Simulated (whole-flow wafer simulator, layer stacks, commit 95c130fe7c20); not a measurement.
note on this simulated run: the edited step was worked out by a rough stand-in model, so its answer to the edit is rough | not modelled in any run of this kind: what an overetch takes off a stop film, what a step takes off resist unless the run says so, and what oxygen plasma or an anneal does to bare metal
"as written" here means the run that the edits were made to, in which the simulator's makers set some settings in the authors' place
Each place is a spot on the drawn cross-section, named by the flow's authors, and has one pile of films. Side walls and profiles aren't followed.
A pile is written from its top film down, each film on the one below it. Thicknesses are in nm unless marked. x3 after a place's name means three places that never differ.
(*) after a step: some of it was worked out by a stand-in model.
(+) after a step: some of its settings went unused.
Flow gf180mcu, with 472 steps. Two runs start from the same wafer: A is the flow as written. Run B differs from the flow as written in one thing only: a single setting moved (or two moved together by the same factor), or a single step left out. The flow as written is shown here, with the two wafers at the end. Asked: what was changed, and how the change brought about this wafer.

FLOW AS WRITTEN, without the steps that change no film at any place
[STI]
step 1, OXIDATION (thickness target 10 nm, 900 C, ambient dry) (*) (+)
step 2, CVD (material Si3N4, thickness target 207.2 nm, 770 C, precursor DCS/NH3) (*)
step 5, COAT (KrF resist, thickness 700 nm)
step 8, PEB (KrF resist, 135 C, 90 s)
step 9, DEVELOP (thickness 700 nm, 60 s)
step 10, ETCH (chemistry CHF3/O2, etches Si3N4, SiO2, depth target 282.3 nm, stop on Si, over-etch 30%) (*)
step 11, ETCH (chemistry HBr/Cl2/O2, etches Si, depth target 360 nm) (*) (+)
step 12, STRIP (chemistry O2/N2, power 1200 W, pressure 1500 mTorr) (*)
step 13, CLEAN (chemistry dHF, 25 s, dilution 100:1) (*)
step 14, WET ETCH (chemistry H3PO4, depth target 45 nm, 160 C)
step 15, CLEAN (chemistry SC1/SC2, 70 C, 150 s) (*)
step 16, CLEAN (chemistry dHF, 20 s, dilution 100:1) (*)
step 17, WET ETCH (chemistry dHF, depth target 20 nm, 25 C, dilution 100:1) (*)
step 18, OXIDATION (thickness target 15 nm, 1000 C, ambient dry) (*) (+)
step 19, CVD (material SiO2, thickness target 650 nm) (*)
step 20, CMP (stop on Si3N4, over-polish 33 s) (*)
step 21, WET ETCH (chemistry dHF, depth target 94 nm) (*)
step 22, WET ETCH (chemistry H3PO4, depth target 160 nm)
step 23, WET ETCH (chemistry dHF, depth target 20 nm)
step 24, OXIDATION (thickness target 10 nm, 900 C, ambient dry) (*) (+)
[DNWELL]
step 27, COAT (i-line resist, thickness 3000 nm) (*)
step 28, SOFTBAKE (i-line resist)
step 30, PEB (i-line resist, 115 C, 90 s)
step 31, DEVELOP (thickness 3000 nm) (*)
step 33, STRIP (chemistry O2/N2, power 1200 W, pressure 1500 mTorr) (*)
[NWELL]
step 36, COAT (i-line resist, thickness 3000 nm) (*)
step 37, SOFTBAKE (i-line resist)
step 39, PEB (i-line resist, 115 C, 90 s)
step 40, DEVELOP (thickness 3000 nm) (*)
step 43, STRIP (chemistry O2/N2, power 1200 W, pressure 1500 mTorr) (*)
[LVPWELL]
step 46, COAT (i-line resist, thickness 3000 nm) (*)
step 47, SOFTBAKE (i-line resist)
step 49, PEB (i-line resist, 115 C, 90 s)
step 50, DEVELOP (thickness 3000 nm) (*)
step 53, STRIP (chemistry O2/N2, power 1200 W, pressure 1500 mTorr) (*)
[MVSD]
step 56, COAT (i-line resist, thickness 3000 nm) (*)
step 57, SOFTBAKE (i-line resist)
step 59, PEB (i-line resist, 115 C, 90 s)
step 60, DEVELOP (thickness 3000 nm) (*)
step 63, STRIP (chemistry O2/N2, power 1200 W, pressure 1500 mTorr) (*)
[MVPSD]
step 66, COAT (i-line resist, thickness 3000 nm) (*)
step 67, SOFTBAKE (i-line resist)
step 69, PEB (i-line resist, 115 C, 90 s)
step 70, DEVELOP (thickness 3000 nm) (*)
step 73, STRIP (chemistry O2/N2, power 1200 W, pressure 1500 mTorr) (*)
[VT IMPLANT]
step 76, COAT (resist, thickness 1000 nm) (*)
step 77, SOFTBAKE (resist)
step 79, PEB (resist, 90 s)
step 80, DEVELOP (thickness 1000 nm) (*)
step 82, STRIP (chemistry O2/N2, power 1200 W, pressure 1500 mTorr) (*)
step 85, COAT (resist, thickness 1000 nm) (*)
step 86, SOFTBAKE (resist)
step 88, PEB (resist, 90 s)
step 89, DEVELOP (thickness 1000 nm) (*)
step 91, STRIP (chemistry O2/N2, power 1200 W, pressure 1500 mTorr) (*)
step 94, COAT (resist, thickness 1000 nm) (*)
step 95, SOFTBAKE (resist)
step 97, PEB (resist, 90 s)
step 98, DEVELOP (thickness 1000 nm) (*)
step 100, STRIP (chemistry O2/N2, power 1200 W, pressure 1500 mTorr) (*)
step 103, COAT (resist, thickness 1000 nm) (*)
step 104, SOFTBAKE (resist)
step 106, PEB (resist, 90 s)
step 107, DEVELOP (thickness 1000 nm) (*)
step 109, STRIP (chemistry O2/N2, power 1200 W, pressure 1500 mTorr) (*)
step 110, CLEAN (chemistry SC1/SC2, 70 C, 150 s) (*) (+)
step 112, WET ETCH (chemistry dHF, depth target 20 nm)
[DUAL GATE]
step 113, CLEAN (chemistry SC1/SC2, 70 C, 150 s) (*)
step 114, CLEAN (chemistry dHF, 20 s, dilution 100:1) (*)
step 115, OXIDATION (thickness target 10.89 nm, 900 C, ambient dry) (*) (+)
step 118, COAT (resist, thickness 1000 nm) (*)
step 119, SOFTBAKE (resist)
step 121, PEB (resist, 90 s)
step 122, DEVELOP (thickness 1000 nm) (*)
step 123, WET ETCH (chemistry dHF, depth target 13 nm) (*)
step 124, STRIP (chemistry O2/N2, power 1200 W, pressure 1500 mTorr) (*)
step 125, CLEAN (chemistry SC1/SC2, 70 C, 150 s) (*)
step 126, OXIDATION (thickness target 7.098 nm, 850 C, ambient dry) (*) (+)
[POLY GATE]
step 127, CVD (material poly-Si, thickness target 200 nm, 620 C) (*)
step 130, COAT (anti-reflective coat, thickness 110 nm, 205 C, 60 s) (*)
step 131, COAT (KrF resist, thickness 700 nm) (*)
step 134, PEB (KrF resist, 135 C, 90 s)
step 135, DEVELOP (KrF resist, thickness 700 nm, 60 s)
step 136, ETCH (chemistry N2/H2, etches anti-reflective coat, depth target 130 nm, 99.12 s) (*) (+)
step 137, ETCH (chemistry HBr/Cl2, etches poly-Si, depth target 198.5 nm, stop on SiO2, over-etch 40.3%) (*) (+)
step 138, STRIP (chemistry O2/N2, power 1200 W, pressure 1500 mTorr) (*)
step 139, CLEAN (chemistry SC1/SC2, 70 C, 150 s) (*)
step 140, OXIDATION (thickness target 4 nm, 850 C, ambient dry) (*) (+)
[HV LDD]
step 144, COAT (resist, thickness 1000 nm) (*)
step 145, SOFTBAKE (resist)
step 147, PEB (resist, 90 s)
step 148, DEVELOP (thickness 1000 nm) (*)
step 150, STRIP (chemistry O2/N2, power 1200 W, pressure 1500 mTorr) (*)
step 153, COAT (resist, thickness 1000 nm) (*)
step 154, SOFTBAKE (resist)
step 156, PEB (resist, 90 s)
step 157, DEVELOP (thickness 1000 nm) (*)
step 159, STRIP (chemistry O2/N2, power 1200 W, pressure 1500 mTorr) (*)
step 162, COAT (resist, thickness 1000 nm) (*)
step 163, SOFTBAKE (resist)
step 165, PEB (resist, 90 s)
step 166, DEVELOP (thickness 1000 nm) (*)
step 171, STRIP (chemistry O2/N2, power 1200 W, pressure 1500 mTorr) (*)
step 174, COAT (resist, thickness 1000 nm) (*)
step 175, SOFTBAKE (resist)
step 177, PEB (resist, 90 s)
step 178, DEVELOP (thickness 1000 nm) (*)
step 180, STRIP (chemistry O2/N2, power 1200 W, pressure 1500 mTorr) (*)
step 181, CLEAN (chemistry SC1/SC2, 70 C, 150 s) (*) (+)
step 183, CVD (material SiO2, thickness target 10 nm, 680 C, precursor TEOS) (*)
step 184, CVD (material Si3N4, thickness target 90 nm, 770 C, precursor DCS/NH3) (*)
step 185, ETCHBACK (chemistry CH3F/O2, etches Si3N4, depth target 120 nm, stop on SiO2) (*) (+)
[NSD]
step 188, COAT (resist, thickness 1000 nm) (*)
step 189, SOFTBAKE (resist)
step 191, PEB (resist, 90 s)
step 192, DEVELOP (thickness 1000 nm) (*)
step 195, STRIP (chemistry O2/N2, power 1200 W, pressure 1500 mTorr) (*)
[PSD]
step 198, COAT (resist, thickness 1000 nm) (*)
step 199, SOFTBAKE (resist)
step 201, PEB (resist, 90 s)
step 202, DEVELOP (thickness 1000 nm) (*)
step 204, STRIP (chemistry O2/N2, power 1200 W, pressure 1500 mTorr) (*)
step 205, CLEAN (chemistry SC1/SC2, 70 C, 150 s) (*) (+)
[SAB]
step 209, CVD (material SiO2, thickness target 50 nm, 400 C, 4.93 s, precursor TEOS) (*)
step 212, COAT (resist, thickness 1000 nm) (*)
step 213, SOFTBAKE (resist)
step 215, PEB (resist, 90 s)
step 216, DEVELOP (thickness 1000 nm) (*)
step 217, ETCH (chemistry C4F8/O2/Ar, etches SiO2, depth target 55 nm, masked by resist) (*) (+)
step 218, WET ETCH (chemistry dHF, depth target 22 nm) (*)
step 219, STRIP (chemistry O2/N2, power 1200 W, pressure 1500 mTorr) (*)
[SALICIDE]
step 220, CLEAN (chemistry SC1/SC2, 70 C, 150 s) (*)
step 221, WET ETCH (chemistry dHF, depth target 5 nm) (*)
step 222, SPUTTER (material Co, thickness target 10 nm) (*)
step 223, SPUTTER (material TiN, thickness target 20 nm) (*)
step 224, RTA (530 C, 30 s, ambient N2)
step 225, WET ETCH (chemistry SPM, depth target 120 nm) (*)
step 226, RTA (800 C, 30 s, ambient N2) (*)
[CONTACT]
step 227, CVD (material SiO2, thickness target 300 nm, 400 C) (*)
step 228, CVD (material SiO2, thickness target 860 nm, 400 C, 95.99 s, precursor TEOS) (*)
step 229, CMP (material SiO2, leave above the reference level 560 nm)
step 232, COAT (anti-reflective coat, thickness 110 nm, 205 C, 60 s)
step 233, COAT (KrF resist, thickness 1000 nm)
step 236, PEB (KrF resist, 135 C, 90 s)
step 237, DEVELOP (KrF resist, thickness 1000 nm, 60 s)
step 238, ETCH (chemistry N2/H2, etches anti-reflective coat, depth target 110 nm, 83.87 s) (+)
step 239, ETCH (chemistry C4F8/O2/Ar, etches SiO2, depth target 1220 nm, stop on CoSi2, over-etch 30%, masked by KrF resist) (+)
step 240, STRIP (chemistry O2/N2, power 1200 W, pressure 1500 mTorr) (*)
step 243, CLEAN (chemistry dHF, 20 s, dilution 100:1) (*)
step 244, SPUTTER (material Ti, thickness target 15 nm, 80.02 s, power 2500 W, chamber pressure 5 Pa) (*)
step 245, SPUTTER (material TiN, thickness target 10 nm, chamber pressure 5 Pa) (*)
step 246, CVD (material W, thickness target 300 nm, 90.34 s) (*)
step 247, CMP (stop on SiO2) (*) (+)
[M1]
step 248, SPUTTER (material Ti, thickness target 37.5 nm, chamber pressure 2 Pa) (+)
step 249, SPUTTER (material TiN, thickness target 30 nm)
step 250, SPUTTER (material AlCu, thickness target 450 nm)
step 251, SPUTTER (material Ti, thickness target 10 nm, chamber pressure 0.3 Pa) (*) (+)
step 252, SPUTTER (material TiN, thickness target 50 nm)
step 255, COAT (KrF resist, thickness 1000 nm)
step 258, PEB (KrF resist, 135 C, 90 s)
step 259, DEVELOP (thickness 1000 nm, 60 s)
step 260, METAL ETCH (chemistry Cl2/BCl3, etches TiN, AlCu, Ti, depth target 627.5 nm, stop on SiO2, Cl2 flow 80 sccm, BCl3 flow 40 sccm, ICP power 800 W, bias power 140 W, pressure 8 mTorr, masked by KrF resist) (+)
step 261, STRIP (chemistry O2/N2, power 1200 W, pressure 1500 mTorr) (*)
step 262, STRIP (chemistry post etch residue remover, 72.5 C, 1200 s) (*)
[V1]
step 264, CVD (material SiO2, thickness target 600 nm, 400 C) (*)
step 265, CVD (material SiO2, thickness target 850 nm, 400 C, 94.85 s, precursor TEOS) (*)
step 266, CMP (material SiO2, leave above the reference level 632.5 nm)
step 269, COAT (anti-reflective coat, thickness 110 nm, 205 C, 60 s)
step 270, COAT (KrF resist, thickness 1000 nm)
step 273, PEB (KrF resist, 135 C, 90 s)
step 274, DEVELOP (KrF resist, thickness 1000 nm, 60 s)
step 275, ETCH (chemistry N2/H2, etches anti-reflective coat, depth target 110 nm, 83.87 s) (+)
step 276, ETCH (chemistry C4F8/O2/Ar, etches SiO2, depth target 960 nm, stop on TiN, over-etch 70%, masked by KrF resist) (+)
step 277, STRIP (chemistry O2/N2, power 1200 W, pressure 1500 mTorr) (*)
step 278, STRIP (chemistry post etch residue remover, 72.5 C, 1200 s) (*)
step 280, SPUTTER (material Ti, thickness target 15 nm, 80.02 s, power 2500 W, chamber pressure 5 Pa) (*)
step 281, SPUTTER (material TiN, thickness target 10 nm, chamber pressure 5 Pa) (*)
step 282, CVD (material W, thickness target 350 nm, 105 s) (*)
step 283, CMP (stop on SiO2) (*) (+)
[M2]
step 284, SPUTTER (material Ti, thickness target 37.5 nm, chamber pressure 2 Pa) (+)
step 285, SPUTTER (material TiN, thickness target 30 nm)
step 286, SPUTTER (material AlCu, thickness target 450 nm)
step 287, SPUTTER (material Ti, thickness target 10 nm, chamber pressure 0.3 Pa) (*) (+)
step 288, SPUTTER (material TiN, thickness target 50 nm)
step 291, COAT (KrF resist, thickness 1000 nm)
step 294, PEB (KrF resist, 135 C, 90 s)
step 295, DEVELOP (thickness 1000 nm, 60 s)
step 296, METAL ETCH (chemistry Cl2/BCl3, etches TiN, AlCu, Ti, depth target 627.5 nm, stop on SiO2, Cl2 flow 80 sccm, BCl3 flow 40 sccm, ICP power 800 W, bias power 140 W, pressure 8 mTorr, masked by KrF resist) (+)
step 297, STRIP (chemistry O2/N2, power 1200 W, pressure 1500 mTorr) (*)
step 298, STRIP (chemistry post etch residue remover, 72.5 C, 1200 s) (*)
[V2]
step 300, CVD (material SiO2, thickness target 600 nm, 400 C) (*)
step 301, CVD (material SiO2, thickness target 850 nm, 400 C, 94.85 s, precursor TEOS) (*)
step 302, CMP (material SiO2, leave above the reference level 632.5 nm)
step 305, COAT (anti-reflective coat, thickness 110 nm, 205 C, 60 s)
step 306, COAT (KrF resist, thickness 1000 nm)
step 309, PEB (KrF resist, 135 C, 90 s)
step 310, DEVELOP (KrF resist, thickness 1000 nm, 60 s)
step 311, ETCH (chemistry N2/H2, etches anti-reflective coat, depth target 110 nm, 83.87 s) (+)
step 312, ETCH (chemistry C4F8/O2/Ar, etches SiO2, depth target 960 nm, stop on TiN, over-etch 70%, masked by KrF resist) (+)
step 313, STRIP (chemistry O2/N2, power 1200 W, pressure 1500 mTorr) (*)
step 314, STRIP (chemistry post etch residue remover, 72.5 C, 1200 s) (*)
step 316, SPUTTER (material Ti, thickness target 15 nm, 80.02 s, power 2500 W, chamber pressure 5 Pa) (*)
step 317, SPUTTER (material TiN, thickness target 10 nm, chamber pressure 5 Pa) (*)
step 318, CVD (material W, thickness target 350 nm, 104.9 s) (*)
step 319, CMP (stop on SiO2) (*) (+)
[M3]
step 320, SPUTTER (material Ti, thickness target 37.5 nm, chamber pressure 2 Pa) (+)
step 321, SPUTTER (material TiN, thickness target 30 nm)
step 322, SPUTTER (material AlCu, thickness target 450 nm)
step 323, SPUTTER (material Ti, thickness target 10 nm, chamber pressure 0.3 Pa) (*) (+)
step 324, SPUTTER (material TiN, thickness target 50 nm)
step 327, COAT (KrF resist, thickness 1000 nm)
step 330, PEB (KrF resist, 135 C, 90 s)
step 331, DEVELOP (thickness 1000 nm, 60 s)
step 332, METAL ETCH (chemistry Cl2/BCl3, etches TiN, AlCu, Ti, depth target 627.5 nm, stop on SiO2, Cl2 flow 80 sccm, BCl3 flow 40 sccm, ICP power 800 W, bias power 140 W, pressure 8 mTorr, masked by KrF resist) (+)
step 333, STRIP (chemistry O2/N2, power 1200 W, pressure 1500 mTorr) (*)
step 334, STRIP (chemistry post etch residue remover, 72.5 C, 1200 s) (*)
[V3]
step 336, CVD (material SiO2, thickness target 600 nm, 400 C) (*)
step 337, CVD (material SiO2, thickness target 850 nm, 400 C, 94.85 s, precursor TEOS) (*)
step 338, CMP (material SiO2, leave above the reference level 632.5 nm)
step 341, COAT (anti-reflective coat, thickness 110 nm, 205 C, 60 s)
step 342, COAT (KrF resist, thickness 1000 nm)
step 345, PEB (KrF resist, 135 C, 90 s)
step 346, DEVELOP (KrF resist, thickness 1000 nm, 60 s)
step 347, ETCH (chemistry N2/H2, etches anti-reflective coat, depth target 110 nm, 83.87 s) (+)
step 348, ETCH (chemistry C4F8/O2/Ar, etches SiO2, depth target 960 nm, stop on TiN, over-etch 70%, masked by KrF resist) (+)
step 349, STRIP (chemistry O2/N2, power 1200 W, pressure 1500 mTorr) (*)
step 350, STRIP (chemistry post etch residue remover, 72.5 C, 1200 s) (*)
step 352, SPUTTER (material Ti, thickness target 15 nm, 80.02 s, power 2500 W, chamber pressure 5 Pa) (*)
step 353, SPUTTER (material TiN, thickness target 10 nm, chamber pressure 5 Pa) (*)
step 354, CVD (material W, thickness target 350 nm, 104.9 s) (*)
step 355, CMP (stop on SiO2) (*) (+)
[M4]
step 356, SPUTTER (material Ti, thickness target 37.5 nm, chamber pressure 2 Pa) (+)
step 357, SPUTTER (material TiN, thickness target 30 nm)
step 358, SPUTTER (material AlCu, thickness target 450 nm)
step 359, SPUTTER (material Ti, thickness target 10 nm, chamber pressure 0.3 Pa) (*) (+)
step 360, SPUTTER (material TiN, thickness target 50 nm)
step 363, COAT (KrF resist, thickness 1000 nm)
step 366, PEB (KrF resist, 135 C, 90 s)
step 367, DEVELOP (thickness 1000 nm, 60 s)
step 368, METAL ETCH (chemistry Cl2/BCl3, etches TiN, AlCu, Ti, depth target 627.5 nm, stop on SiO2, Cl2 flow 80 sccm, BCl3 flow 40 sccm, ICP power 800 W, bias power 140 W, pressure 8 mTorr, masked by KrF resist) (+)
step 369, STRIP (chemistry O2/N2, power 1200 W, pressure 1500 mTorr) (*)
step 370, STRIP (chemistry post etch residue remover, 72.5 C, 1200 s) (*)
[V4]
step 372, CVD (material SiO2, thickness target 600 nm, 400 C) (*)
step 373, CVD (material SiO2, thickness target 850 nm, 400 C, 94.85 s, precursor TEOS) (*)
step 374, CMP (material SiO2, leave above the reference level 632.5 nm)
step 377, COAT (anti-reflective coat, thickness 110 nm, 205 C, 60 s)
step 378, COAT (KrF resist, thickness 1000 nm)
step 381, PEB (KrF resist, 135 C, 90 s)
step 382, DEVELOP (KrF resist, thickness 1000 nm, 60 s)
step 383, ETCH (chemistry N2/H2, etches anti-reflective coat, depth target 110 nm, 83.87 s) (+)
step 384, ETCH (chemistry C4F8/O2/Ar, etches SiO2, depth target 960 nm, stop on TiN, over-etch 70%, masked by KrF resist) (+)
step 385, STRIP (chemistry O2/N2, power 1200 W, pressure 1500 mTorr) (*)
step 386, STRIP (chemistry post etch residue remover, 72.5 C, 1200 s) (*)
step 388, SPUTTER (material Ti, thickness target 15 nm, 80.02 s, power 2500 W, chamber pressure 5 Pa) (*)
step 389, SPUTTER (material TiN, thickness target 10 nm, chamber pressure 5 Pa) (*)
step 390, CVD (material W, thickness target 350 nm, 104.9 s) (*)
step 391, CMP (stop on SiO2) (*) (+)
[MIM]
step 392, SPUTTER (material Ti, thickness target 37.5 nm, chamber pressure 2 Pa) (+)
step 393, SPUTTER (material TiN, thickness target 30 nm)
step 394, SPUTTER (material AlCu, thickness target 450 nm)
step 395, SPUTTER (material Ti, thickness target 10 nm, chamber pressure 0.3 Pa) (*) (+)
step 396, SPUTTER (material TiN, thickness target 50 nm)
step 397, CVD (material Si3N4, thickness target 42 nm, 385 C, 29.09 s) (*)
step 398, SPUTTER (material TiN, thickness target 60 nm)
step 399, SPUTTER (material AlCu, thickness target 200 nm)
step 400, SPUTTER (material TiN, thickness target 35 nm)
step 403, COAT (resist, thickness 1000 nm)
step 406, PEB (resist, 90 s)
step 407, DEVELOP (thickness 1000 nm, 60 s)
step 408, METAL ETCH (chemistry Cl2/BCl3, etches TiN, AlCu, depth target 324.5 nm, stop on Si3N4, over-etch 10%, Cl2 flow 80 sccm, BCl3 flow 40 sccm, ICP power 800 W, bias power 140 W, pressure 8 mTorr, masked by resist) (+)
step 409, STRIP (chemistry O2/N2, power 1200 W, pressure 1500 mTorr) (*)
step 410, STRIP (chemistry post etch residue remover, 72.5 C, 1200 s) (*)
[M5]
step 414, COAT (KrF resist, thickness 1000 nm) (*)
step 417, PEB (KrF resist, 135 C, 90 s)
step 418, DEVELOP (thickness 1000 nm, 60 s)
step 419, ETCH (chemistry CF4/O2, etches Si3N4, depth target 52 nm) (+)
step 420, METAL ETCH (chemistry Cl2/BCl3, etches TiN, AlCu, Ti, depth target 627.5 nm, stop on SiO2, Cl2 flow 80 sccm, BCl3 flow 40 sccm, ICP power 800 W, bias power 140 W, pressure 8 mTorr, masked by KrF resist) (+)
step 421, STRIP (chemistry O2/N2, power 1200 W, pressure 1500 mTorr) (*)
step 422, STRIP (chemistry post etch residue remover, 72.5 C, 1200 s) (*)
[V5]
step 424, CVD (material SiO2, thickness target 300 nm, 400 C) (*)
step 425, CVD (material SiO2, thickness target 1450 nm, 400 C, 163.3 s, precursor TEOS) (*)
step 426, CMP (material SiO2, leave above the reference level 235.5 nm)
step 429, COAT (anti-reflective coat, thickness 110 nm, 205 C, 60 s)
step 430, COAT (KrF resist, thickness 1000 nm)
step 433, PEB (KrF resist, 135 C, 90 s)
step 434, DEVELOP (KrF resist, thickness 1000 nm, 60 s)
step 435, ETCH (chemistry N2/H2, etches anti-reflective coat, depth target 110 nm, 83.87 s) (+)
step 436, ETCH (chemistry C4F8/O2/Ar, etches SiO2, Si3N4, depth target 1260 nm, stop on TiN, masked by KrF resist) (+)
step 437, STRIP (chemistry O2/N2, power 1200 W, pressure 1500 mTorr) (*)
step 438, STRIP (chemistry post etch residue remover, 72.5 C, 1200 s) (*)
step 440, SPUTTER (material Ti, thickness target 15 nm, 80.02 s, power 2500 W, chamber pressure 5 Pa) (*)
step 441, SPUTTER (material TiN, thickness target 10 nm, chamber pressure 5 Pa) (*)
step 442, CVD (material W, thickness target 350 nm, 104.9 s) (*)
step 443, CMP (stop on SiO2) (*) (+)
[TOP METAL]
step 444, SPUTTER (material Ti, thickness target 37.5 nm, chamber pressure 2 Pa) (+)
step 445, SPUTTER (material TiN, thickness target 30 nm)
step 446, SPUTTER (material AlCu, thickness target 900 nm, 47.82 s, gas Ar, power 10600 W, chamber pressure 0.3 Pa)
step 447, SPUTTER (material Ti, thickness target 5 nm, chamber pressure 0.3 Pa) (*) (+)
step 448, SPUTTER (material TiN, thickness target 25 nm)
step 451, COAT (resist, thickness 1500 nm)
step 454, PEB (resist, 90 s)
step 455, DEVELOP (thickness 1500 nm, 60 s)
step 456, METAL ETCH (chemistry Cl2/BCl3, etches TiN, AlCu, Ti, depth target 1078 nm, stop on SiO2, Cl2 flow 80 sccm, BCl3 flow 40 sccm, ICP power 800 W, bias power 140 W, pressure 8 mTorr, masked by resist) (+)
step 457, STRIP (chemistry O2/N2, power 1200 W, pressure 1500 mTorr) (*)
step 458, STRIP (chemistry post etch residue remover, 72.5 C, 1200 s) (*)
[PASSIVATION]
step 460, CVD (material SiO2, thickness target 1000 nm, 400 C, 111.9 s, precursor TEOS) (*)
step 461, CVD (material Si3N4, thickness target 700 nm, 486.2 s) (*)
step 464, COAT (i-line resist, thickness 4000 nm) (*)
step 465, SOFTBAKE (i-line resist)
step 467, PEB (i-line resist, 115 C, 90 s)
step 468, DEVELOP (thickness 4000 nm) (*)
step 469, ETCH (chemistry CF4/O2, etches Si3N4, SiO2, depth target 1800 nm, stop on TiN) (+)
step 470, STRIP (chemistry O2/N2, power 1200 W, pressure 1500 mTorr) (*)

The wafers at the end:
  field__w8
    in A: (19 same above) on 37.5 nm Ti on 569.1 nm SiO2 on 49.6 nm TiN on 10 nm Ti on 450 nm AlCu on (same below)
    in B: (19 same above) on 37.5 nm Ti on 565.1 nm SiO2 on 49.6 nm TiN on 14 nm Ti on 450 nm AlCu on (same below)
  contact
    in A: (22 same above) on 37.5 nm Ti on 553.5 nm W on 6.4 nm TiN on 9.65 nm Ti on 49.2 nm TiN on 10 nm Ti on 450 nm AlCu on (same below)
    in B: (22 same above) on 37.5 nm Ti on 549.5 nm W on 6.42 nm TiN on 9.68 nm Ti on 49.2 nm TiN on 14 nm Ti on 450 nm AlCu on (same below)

Cause: step 323, SPUTTER: thickness target 14 nm was run, though the flow has thickness target 10 nm.
The wafer lets one read it off: field__w8 has Ti 14, and step 323 as written asks for 10 nm.

How this came from the change, step by step:
  step 323, SPUTTER (material Ti, thickness target 10 nm, chamber pressure 0.3 Pa) (*) (+)
      field, field__w1, field__w2 and 108 more: A Ti gains 10 (new film) | B Ti gains 14 (new film)
  step 332, METAL ETCH (chemistry Cl2/BCl3, etches TiN, AlCu, Ti, depth target 627.5 nm, stop on SiO2, Cl2 flow 80 sccm, BCl3 flow 40 sccm, ICP power 800 W, bias power 140 W, pressure 8 mTorr, masked by KrF resist) (+)
      field, field__w1, field__w2 and 103 more: A TiN loses 50 (all of it), Ti loses 10 (all of it), AlCu loses 450 (all of it), TiN loses 30 (all of it), Ti loses 37.5 (all of it) | B TiN loses 50 (all of it), Ti loses 14 (all of it), AlCu loses 450 (all of it), TiN loses 30 (all of it), Ti loses 37.5 (all of it)
